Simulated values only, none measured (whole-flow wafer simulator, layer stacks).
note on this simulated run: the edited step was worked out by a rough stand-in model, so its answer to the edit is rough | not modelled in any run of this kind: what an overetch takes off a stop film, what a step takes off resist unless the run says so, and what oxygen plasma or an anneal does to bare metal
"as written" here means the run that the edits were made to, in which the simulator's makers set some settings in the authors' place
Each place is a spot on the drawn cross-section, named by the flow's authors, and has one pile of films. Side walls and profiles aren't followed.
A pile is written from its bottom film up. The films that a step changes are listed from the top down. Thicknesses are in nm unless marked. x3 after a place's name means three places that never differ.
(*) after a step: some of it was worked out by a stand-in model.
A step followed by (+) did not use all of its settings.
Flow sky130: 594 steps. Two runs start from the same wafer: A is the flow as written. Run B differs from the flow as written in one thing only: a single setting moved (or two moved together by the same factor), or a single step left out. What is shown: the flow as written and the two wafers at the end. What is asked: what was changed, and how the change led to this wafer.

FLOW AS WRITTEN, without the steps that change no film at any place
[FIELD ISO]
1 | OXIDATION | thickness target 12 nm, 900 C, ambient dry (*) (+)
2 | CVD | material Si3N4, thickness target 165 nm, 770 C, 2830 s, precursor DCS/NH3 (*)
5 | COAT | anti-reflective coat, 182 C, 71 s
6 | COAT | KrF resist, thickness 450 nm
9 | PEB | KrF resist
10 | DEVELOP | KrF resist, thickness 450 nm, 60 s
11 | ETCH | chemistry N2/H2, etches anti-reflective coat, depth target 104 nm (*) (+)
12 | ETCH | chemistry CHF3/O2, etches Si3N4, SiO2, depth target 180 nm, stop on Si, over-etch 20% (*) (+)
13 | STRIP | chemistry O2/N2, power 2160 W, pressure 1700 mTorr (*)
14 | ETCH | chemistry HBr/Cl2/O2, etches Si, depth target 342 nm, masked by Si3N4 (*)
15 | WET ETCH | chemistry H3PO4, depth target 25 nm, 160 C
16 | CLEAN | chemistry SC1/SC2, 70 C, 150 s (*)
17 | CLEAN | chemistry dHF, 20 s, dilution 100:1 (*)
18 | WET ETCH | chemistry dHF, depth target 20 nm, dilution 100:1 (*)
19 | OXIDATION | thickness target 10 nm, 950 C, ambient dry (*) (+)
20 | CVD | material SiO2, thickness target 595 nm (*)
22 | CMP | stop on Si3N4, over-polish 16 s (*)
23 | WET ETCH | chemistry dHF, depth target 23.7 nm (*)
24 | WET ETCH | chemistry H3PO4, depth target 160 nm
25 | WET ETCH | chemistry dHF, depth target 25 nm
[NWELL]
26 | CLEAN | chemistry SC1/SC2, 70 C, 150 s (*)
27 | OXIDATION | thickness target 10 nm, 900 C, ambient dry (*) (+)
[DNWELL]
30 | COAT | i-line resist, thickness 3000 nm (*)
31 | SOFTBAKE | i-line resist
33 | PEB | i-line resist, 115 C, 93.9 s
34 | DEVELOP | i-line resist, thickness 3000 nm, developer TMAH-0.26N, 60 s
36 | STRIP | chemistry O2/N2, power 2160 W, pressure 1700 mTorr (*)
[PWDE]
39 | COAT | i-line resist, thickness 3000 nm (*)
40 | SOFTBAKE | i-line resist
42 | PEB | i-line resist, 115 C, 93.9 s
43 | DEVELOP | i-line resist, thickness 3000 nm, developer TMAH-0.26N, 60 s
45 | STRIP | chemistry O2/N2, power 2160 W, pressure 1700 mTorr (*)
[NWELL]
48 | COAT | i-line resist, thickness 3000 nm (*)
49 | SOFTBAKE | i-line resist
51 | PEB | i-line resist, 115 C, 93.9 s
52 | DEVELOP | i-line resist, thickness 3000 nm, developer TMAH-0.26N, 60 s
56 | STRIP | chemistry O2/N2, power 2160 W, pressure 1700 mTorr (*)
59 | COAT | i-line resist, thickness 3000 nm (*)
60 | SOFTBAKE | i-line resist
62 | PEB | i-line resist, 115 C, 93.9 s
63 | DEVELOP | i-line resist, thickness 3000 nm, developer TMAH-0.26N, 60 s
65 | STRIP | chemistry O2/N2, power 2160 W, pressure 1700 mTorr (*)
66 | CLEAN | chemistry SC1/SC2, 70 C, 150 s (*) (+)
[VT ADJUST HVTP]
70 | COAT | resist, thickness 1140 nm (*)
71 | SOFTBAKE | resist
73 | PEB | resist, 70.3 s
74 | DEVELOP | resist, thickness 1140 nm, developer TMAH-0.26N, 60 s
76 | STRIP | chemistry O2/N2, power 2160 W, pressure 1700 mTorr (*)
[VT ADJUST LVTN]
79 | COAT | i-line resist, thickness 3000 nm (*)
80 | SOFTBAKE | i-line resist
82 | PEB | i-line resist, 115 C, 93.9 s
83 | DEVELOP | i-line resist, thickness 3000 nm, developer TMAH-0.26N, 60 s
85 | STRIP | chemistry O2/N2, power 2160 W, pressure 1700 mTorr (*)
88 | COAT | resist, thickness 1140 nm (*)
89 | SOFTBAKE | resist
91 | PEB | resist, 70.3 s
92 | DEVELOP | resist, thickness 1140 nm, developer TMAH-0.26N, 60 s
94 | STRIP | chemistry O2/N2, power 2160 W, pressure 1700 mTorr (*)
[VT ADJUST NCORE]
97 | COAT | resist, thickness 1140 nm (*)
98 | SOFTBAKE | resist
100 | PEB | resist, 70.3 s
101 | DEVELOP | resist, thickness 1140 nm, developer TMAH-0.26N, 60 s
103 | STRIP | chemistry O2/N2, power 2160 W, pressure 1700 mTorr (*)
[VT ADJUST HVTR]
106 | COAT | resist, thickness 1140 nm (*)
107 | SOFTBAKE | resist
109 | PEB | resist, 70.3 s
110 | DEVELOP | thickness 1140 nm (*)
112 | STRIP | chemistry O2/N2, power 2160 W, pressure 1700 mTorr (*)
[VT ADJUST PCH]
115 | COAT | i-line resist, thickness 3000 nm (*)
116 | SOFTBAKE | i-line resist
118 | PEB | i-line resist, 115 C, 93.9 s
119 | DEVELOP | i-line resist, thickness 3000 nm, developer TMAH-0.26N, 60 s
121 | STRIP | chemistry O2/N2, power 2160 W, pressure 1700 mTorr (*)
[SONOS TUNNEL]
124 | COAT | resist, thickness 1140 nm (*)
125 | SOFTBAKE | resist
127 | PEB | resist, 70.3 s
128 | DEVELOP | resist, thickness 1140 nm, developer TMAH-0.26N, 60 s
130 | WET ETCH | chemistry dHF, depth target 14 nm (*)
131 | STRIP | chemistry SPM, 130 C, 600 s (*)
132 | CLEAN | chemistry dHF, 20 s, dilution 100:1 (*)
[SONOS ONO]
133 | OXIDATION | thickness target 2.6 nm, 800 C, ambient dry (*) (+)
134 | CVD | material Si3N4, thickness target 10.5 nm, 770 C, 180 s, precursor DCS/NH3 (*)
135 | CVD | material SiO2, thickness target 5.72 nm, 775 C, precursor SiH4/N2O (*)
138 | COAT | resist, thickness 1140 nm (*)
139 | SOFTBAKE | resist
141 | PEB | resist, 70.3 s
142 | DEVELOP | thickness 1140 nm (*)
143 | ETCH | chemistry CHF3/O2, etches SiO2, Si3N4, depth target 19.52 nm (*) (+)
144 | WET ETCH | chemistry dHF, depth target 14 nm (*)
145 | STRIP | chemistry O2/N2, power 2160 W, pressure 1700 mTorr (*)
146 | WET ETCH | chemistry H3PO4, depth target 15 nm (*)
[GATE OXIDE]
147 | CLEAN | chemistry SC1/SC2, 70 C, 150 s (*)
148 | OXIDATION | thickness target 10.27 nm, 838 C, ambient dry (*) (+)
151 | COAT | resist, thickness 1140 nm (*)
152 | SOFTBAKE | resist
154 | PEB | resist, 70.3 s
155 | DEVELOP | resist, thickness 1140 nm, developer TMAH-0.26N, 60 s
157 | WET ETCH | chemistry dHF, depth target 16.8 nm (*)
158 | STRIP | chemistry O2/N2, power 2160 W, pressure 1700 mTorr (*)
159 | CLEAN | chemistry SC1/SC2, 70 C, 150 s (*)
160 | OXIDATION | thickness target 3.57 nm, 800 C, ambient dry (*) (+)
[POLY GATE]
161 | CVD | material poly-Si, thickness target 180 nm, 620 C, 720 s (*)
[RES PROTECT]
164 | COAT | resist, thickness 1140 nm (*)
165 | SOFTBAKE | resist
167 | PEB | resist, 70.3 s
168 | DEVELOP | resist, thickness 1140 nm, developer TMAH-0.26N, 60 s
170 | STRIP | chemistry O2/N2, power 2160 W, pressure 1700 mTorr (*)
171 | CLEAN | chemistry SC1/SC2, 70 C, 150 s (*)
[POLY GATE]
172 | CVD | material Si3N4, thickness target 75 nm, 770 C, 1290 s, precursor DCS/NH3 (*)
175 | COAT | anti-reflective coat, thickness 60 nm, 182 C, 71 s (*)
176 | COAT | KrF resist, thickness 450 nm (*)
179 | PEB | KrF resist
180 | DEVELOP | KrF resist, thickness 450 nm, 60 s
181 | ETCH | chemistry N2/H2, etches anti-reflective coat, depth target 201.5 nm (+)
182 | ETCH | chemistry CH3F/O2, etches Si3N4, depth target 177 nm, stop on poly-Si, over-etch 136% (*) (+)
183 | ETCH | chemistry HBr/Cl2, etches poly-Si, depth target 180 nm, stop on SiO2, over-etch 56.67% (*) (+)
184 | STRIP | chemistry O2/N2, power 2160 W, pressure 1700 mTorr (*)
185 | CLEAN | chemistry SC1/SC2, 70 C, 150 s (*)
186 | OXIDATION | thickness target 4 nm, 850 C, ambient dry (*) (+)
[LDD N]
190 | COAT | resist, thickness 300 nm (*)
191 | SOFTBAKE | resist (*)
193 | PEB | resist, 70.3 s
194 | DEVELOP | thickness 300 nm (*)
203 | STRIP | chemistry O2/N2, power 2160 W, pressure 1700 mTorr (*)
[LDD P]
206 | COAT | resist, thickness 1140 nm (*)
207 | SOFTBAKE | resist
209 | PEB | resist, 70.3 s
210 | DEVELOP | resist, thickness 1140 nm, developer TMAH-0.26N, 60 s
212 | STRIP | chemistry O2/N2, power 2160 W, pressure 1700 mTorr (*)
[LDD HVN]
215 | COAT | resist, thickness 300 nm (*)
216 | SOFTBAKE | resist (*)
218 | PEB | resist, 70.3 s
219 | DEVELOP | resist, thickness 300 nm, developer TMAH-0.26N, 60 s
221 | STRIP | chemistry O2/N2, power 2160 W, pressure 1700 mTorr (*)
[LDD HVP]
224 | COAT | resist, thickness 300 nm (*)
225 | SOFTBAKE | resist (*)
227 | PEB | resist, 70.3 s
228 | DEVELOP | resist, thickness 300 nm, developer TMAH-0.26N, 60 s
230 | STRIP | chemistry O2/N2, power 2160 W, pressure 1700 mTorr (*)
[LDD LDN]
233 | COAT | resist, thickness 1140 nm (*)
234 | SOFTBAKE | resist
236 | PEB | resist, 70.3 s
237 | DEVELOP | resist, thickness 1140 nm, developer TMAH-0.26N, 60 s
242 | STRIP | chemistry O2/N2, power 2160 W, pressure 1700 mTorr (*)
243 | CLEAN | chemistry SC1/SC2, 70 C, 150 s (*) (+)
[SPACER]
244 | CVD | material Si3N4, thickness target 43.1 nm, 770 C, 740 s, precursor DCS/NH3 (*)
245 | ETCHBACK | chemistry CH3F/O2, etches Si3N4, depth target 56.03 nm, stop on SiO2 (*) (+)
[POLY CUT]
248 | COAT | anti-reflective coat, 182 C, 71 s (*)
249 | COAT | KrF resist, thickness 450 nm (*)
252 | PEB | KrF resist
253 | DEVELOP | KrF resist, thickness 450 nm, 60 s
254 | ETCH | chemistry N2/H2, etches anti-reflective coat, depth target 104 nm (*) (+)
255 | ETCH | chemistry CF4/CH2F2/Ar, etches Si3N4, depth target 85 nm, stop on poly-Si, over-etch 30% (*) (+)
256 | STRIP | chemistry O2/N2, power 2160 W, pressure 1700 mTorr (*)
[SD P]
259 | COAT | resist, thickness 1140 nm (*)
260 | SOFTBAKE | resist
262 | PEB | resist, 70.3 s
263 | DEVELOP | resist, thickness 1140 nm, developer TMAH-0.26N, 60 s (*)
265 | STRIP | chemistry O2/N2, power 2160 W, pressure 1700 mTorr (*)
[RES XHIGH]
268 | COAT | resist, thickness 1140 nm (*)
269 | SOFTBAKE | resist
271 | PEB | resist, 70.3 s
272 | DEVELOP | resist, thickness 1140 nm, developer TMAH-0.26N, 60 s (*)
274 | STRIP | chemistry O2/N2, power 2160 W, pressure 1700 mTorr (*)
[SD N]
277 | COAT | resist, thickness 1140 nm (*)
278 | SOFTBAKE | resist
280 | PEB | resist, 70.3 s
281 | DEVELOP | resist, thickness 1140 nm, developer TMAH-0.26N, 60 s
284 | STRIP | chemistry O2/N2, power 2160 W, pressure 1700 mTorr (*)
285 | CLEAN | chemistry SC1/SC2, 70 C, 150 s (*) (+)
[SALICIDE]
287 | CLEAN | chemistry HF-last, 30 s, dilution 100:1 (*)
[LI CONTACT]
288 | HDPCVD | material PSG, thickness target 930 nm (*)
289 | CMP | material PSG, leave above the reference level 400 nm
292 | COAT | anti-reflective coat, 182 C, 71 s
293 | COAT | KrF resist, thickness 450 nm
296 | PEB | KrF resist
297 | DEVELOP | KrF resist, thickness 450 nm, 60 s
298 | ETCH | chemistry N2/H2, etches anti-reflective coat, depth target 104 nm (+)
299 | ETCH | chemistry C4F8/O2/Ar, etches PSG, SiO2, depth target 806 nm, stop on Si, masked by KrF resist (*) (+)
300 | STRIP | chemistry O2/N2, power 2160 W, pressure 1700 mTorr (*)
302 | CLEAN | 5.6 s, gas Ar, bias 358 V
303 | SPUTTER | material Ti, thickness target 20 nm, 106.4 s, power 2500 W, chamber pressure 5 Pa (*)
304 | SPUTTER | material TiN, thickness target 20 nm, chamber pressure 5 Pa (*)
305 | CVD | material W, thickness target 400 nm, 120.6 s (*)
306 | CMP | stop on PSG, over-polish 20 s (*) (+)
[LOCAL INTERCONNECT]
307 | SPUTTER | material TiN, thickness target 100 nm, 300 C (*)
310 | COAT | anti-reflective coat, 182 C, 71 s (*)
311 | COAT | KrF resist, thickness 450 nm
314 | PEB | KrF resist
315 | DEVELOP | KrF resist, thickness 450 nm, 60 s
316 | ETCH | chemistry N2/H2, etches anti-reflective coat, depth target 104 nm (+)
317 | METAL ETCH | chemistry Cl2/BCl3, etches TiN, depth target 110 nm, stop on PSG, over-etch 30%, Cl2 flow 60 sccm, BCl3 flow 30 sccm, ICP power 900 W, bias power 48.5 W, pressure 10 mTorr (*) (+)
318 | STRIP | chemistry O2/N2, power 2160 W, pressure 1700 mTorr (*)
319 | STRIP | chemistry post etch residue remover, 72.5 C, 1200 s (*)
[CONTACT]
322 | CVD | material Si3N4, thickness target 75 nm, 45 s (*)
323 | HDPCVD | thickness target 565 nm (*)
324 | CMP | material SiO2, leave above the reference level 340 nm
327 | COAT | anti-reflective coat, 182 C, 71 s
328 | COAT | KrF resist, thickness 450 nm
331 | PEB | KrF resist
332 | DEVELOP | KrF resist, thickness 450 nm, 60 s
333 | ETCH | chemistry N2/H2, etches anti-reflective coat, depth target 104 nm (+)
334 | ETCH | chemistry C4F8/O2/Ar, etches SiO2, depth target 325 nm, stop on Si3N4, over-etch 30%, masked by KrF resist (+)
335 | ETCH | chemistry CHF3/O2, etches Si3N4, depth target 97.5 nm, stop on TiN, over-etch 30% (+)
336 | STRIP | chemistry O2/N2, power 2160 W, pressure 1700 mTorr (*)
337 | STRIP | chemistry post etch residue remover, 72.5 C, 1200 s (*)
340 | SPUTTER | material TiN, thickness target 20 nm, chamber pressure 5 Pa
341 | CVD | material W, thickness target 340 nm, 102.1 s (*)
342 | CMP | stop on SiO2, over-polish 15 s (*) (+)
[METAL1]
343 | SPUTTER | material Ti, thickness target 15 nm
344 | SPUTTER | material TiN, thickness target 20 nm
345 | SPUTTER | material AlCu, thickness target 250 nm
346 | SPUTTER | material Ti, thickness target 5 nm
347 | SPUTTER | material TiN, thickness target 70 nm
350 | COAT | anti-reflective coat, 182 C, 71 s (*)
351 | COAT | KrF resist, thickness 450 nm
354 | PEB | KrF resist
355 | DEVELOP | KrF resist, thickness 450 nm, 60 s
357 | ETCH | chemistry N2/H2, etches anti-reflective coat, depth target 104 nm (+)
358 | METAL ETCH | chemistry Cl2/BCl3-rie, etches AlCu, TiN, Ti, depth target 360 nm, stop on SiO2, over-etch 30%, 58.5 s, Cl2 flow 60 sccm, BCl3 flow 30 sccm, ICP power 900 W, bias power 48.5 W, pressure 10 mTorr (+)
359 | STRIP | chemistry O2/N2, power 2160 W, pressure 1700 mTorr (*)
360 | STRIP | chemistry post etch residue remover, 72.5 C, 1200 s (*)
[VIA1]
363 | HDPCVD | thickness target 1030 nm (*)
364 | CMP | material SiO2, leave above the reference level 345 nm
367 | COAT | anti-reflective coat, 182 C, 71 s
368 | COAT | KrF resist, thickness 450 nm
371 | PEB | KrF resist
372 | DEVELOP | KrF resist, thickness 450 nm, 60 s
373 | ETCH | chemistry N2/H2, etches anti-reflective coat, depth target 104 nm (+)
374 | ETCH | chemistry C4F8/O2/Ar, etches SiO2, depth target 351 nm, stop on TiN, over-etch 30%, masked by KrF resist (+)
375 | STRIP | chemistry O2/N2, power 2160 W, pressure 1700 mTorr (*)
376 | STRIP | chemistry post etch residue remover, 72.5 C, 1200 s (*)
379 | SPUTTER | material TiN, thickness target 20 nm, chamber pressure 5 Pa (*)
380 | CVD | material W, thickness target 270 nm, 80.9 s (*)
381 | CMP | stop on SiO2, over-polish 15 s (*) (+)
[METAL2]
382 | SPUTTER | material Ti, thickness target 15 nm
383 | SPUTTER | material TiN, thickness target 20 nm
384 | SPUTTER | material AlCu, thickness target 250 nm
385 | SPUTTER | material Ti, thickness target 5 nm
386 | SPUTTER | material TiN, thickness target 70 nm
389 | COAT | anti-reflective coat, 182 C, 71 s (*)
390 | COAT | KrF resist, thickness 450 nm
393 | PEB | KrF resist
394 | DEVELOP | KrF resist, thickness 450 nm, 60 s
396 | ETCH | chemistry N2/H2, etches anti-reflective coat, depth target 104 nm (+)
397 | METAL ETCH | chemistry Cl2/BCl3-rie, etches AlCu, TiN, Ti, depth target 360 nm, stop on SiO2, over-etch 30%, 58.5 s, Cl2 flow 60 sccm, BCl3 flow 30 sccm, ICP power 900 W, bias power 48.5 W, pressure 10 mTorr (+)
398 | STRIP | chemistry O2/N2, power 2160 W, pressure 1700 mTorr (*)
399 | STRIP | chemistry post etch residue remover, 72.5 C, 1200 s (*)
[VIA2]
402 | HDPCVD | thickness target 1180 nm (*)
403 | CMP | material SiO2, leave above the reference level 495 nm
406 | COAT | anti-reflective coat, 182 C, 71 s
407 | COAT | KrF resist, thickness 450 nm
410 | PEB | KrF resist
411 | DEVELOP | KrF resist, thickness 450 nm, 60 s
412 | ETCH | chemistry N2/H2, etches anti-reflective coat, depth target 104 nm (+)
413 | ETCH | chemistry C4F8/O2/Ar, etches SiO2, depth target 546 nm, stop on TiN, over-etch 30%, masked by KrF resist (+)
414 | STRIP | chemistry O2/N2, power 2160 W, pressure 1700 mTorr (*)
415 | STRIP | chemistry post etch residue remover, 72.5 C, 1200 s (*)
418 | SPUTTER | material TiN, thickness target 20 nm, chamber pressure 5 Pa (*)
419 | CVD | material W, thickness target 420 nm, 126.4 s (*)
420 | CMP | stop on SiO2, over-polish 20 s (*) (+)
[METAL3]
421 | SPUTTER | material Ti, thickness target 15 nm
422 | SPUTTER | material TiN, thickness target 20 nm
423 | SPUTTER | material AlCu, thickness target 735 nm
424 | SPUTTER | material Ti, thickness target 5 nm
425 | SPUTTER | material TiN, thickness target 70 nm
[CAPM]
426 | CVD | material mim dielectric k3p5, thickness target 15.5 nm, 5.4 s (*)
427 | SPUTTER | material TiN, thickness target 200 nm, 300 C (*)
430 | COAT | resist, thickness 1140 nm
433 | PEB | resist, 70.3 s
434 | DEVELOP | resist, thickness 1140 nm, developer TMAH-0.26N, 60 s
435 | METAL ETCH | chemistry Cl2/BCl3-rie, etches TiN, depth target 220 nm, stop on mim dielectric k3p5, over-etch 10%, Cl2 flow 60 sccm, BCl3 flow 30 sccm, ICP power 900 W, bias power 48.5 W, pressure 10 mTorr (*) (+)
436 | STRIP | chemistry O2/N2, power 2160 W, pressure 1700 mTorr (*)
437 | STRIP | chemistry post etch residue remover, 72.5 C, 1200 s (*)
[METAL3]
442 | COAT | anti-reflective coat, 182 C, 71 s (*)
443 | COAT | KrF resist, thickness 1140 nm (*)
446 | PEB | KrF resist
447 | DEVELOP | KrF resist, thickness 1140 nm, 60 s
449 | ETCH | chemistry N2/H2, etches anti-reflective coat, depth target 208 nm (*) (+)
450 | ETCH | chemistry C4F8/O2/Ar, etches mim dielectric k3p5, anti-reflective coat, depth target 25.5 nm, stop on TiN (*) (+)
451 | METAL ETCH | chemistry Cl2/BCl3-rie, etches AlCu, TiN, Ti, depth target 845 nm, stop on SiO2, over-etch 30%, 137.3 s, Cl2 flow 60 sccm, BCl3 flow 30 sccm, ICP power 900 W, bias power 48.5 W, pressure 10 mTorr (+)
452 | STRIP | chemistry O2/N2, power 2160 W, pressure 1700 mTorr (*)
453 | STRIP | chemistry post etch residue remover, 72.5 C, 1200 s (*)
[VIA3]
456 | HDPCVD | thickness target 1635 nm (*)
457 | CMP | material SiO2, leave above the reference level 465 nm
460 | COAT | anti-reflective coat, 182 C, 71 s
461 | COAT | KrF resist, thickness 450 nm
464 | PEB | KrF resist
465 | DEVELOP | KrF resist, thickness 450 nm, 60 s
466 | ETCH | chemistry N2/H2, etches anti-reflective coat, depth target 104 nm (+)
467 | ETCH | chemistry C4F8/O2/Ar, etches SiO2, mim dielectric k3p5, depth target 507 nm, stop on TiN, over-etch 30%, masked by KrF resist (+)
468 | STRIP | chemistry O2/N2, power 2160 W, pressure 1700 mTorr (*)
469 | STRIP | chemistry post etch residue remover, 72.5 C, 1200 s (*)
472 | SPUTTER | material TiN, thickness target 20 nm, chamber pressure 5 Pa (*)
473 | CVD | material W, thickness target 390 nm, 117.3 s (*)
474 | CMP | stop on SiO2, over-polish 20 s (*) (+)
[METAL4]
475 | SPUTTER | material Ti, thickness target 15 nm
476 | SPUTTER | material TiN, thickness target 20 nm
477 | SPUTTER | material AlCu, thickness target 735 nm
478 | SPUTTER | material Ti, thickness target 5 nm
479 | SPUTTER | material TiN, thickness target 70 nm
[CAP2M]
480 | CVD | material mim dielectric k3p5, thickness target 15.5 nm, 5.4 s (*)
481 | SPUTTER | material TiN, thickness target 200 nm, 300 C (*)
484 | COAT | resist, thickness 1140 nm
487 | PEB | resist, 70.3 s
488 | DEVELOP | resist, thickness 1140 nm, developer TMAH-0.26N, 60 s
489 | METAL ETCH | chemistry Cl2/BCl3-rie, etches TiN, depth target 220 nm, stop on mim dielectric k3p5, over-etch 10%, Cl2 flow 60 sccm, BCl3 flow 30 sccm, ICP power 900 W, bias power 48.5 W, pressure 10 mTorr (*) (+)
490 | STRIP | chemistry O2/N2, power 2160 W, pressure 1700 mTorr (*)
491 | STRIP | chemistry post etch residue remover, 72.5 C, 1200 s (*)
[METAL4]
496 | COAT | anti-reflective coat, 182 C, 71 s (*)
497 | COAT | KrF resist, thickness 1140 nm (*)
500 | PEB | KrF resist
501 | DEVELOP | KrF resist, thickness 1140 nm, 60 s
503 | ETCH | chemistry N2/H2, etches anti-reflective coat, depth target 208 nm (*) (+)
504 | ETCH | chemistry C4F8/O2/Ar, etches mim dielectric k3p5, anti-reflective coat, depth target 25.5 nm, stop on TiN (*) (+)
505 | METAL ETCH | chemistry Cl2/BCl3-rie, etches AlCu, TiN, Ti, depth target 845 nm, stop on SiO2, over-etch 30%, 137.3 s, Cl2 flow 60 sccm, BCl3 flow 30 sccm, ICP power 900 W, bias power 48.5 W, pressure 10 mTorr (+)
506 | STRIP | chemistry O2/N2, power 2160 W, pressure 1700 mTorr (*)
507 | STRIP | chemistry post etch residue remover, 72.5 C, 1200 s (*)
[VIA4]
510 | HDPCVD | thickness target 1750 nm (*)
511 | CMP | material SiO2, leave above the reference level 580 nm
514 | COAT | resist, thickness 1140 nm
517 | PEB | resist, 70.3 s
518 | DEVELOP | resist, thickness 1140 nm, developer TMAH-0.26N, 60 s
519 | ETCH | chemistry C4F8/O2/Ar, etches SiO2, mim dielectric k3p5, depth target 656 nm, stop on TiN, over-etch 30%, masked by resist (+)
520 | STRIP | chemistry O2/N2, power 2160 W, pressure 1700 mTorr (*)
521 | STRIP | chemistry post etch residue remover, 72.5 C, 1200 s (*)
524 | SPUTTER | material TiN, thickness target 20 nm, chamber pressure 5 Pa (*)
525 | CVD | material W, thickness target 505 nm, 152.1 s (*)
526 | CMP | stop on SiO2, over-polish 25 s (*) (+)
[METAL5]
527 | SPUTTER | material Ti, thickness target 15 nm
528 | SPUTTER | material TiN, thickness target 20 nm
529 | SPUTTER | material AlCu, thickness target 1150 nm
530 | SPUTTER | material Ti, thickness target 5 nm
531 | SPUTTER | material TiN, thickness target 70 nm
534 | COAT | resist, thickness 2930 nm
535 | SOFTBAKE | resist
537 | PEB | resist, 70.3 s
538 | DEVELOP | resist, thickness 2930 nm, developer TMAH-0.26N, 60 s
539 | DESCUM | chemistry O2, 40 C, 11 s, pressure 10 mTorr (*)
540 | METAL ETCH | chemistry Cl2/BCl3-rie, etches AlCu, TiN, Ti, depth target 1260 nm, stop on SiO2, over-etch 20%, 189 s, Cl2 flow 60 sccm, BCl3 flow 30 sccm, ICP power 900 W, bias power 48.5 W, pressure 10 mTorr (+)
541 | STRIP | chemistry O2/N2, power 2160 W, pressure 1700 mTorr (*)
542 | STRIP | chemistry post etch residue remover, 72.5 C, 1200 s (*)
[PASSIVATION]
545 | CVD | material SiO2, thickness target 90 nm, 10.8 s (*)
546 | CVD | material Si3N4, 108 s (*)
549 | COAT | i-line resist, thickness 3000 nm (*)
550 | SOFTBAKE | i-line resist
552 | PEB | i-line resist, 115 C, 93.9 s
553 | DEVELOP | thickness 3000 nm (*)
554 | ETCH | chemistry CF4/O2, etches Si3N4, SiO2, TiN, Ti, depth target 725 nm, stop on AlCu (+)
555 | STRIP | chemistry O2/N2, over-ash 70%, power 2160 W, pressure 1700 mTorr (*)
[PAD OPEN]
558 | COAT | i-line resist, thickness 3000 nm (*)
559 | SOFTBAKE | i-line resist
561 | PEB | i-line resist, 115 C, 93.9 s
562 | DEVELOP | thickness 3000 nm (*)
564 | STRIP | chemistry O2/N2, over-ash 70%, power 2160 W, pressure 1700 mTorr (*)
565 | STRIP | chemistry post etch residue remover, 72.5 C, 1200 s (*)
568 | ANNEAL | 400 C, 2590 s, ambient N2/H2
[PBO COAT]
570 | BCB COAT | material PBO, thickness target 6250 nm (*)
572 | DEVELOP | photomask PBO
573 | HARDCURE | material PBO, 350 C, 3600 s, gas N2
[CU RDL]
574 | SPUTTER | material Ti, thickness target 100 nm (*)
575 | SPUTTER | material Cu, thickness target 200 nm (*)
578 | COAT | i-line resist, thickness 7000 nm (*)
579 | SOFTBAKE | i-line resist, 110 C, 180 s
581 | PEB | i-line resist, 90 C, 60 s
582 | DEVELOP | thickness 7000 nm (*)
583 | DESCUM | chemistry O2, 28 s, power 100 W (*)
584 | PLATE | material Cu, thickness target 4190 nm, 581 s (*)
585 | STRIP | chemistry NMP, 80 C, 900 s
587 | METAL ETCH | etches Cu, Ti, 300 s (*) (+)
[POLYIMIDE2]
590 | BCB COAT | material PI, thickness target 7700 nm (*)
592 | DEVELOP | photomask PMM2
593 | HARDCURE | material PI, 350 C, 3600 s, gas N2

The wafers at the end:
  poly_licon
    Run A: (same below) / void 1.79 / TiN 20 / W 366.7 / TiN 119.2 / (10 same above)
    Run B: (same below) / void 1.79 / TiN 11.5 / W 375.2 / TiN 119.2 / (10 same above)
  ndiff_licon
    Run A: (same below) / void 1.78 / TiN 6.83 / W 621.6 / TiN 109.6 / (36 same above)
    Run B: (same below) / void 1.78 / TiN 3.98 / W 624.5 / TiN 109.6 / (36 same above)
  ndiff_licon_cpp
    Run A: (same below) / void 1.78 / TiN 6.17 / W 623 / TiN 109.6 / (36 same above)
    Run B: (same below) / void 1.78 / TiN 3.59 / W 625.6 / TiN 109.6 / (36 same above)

The reason: step 304, SPUTTER: thickness target 11.5 nm was run, while the flow as written has thickness target 20 nm.
One can read it off the wafer: poly_licon has TiN 11.5, and step 304 as written asks for 20 nm.

How this came from the change, step by step:
  304 | SPUTTER | material TiN, thickness target 20 nm, chamber pressure 5 Pa (*)
      field, active, n_well and 185 more: A TiN gains 20 (new film) | B TiN gains 11.5 (new film)
      ndiff_licon: A TiN gains 6.83 (new film) | B TiN gains 3.98 (new film)
      (and at 2 other places as well)
  306 | CMP | stop on PSG, over-polish 20 s (*) (+)
      field, active, n_well and 184 more: A W loses 400 (all of it), TiN loses 20 (all of it), Ti loses 20 (all of it), PSG loses 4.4 | B W loses 400 (all of it), TiN loses 11.5 (all of it), Ti loses 20 (all of it), PSG loses 4.4
      poly_licon: A W loses 33.3 | B W loses 24.8
